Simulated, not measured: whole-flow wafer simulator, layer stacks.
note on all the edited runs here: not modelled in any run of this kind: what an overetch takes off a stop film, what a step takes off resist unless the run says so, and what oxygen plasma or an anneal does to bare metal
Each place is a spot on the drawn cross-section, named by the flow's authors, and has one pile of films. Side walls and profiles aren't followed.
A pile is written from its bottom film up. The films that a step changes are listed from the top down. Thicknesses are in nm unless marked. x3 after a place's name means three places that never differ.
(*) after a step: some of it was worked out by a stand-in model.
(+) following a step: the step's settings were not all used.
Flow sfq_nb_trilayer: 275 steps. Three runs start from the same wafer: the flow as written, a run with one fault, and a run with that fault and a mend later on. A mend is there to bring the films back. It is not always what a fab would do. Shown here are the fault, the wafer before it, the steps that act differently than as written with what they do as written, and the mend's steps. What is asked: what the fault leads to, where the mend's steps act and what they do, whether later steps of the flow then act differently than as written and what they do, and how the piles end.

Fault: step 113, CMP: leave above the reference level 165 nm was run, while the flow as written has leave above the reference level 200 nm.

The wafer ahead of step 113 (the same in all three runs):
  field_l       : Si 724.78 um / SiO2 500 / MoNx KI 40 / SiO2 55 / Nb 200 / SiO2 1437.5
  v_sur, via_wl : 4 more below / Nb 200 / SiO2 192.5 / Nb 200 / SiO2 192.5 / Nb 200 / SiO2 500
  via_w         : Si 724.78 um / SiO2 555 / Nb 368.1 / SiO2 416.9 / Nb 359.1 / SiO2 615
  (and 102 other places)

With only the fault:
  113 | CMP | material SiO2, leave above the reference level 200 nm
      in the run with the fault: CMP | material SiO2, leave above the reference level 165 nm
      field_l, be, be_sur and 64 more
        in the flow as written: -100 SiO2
        in the run with the fault: -135 SiO2
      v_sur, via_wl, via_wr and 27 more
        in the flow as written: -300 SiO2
        in the run with the fault: -335 SiO2
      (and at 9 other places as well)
  Steps later in the flow that act otherwise than as written (not shown: 4 more steps that differ only slightly, by at most 2% or 0.5 nm, whichever is larger):
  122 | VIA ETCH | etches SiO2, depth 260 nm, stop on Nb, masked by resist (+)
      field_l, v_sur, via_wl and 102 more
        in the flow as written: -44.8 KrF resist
        in the run with the fault: -42.6 KrF resist
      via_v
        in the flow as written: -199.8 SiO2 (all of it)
        in the run with the fault: -164.8 SiO2 (all of it)
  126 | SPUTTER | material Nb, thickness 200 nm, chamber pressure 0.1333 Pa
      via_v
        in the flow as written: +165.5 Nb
        in the run with the fault: +173.2 Nb
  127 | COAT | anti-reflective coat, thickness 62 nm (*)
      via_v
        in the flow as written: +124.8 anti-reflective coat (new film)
        in the run with the fault: +115.3 anti-reflective coat (new film)
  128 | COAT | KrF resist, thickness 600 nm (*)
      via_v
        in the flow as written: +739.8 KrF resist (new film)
        in the run with the fault: +712 KrF resist (new film)
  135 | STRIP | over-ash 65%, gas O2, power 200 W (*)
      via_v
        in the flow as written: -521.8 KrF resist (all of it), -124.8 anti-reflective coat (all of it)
        in the run with the fault: -494.1 KrF resist (all of it), -115.3 anti-reflective coat (all of it)
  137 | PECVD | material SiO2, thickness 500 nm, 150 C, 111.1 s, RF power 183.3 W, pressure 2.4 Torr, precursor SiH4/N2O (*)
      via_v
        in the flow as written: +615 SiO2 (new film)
        in the run with the fault: +547.8 SiO2 (new film)
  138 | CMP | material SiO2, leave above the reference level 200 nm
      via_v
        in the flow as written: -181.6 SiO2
        in the run with the fault: -157.1 SiO2
  At v_sur, via_wl, via_w and 39 more, the piles at the end differ from the flow's by more than 2% or 0.5 nm, whichever is larger.
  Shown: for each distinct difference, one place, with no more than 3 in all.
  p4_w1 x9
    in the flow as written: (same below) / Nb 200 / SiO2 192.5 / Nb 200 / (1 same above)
    in the run with the fault: (same below) / Nb 200 / SiO2 157.5 / Nb 200 / (1 same above)
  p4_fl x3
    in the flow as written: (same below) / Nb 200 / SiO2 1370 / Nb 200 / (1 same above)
    in the run with the fault: (same below) / Nb 200 / SiO2 1335 / Nb 200 / (1 same above)
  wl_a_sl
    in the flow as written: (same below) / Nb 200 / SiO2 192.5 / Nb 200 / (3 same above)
    in the run with the fault: (same below) / Nb 200 / SiO2 157.5 / Nb 200 / (3 same above)

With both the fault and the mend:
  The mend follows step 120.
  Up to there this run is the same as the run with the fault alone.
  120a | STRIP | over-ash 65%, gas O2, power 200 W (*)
      field_l, v_sur, via_wl and 102 more
        -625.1 KrF resist (all of it), -62 anti-reflective coat (all of it)
      via_v
        -62 anti-reflective coat (all of it)
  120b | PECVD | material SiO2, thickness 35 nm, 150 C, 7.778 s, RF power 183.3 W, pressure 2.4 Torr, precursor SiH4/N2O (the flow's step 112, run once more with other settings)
      field_l, v_sur, via_wl and 103 more
        +35 SiO2
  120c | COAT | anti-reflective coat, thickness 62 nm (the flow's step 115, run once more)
      field_l, v_sur, via_wl and 103 more
        +62 anti-reflective coat (new film)
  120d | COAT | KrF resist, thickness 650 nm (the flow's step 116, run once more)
      field_l, v_sur, via_wl and 103 more
        +650 KrF resist (new film)
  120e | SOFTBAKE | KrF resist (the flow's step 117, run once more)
      does not change any film at any place that is followed
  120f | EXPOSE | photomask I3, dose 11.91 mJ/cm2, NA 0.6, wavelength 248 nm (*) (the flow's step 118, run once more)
      does not change any film at any place that is followed
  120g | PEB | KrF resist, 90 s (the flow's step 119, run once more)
      field_l, v_sur, via_wl and 103 more
        -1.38 KrF resist
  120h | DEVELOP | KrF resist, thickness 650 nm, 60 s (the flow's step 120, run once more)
      field_l, v_sur, via_wl and 102 more
        -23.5 KrF resist
      via_v
        -648.6 KrF resist (all of it)
  Every later step of the flow that is run acts as written, at every place that is followed, to within 2% or 0.5 nm, whichever is larger.
  By the end, the piles equal the flow's at every place that both follow.
